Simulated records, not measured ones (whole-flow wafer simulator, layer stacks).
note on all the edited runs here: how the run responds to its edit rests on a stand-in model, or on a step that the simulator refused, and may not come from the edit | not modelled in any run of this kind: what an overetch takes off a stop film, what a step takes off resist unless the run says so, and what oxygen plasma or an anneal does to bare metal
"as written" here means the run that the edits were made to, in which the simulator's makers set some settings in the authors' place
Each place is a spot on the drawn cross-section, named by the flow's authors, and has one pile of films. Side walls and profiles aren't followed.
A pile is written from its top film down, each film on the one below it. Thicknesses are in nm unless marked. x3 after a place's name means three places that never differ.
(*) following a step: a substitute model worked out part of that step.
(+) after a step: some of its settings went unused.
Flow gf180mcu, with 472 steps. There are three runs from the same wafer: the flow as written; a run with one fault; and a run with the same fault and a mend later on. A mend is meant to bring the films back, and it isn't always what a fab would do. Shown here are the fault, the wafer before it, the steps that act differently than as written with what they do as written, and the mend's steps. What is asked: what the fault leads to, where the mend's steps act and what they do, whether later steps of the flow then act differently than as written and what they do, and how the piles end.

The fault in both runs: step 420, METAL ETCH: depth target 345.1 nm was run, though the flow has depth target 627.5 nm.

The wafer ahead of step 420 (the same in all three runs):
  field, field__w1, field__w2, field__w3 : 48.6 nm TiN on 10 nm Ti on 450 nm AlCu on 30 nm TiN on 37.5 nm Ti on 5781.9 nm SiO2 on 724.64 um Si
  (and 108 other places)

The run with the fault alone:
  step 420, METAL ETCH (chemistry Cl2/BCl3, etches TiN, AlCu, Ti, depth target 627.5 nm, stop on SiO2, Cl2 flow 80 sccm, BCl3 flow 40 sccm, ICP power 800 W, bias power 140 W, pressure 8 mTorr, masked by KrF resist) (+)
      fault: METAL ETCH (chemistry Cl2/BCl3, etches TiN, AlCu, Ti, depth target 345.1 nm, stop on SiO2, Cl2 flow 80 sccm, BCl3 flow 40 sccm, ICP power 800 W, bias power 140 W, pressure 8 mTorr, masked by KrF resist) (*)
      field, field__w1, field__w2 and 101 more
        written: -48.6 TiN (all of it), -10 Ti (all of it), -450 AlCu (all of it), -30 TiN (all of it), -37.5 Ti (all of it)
        fault: -48.6 TiN (all of it), -10 Ti (all of it), -286.5 AlCu
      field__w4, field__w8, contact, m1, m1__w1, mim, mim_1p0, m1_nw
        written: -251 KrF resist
        fault: -138 KrF resist
  Steps further on in the flow that do not act as written (1 more step, not shown, differs only slightly: by at most 2% or 0.5 nm, whichever is larger):
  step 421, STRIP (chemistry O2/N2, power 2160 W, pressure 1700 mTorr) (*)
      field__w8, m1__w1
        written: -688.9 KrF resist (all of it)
        fault: -801.8 KrF resist (all of it)
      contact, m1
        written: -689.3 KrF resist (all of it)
        fault: -802.3 KrF resist (all of it)
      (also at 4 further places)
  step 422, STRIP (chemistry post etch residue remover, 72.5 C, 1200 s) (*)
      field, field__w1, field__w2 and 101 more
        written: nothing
        fault: -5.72 AlCu
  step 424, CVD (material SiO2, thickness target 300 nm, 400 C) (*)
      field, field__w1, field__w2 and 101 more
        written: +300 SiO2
        fault: +300 SiO2 (new film)
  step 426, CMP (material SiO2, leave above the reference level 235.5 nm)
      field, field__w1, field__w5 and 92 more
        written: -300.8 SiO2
        fault: -526.1 SiO2
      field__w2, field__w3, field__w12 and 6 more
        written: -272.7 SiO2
        fault: -508.2 SiO2
  At field, field__w1, field__w2 and 101 more, the piles at the end differ from the flow's by more than 2% or 0.5 nm, whichever is larger.
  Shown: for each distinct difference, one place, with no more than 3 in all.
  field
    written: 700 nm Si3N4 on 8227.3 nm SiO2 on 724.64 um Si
    fault: 700 nm Si3N4 on 2220.1 nm SiO2 on 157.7 nm AlCu on 30 nm TiN on 37.5 nm Ti on 5781.9 nm SiO2 on 724.64 um Si
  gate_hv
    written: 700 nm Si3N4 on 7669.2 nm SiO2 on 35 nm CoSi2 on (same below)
    fault: 700 nm Si3N4 on 2220.1 nm SiO2 on 157.7 nm AlCu on 30 nm TiN on 37.5 nm Ti on 5223.8 nm SiO2 on 35 nm CoSi2 on (same below)
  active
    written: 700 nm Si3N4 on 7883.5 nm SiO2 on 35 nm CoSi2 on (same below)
    fault: 700 nm Si3N4 on 2220.1 nm SiO2 on 157.7 nm AlCu on 30 nm TiN on 37.5 nm Ti on 5438.1 nm SiO2 on 35 nm CoSi2 on (same below)

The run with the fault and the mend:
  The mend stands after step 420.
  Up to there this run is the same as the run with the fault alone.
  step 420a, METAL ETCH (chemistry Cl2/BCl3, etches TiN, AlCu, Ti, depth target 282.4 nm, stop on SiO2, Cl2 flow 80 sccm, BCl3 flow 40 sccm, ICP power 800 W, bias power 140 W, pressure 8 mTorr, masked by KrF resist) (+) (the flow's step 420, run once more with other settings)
      field, field__w1, field__w2 and 101 more
        -163.5 AlCu (all of it), -30 TiN (all of it), -37.5 Ti (all of it)
      field__w4, field__w8, contact, m1, m1__w1, mim, mim_1p0, m1_nw
        -113 KrF resist
  Later steps of the flow that are run all act as written at every place that is followed.
  The piles end the same as the flow's at every place that both follow.
